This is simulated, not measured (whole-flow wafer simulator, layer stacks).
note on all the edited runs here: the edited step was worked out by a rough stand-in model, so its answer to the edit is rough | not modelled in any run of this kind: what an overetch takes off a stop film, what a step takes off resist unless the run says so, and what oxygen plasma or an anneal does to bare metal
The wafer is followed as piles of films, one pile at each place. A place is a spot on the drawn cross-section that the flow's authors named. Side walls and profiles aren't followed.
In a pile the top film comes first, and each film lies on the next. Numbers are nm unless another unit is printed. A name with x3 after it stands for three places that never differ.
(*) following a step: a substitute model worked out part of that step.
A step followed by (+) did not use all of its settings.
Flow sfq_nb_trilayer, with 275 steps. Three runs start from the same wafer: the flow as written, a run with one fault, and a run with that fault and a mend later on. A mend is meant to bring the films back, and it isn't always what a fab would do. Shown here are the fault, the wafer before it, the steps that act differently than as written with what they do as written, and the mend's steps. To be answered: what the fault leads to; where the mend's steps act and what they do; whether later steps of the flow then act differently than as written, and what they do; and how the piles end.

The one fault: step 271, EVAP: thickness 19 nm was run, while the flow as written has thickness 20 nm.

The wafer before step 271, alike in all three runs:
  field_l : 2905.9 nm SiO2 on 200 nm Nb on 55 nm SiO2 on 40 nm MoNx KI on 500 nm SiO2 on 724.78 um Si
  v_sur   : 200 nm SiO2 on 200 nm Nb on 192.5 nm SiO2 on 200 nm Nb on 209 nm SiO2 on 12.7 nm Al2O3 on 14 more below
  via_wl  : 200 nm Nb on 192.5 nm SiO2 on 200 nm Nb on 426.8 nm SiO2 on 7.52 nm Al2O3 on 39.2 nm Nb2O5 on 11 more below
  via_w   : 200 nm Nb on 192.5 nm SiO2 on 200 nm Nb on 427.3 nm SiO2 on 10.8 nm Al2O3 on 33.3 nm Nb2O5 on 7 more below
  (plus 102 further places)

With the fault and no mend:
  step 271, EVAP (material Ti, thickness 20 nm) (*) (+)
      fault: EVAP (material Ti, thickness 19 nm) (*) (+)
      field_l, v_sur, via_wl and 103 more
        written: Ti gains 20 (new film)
        fault: Ti gains 19 (new film)
  Later steps of the flow acting differently than as written:
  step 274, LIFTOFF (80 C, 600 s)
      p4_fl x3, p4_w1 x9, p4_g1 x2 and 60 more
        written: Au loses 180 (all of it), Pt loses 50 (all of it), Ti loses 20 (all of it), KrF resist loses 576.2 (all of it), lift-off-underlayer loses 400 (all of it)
        fault: Au loses 180 (all of it), Pt loses 50 (all of it), Ti loses 19 (all of it), KrF resist loses 576.2 (all of it), lift-off-underlayer loses 400 (all of it)
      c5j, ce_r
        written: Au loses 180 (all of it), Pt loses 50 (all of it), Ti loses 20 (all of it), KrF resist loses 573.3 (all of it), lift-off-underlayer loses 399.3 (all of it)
        fault: Au loses 180 (all of it), Pt loses 50 (all of it), Ti loses 19 (all of it), KrF resist loses 573.3 (all of it), lift-off-underlayer loses 399.3 (all of it)
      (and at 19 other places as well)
  The piles end different from the flow's at field_l, v_sur, via_wl and 8 more by more than 2% or 0.5 nm, whichever is larger.
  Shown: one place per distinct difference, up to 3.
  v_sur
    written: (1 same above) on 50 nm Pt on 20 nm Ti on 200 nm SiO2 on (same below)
    fault: (1 same above) on 50 nm Pt on 19 nm Ti on 200 nm SiO2 on (same below)
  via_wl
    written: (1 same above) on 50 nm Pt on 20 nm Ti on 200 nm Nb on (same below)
    fault: (1 same above) on 50 nm Pt on 19 nm Ti on 200 nm Nb on (same below)
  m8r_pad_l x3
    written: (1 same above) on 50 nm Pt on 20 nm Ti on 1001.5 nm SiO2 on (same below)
    fault: (1 same above) on 50 nm Pt on 19 nm Ti on 1001.5 nm SiO2 on (same below)

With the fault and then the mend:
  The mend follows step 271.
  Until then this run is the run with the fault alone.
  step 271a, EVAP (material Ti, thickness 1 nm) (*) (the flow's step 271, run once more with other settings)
      field_l, v_sur, via_wl and 103 more
        Ti gains 1
  Every later step of the flow that is run acts as written at every place that is followed.
  By the end, the piles equal the flow's at every place that both follow.
